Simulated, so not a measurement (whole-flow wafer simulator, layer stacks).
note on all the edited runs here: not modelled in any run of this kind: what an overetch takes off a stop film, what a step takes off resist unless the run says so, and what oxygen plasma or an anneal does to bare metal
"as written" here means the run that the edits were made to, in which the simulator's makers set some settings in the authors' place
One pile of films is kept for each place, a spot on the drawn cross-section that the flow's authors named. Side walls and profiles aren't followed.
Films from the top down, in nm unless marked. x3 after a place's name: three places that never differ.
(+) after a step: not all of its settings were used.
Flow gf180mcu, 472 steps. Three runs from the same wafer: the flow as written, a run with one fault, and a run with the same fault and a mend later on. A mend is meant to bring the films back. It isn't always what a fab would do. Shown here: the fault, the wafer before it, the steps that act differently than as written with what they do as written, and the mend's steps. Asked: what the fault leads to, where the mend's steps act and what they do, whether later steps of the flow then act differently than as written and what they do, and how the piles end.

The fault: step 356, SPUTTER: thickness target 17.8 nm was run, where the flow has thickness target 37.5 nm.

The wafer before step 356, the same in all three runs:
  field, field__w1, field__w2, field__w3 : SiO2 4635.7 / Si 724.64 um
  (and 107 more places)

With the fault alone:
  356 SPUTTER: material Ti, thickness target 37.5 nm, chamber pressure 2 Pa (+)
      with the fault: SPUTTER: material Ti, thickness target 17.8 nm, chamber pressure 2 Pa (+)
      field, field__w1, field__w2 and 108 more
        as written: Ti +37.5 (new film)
        with the fault: Ti +17.8 (new film)
  Later steps of the flow that act differently than as written:
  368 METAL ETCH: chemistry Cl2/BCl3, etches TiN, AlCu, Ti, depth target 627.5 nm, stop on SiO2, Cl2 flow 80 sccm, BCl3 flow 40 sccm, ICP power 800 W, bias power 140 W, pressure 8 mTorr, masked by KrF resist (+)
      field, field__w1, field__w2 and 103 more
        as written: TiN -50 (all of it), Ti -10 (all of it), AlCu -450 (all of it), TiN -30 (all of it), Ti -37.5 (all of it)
        with the fault: TiN -50 (all of it), Ti -10 (all of it), AlCu -450 (all of it), TiN -30 (all of it), Ti -17.8 (all of it)
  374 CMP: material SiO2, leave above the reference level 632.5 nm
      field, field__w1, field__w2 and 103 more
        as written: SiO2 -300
        with the fault: SiO2 -319.7
  At the end the piles differ from the flow's by more than 2% or 0.5 nm, whichever is larger, at field__w8, contact, m1, m1__w1, m1_nw.
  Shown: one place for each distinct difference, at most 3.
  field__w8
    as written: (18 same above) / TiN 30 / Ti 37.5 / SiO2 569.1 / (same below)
    with the fault: (18 same above) / TiN 30 / Ti 17.8 / SiO2 569.1 / (same below)
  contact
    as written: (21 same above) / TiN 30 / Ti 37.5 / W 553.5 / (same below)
    with the fault: (21 same above) / TiN 30 / Ti 17.8 / W 553.5 / (same below)

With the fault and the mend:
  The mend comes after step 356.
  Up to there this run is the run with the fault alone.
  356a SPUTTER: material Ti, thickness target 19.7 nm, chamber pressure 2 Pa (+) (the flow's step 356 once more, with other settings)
      field, field__w1, field__w2 and 108 more
        Ti +19.7
  No later step of the flow acts differently than as written at any place that is followed.
  At the end the piles are the same as the flow's at every place that both follow.
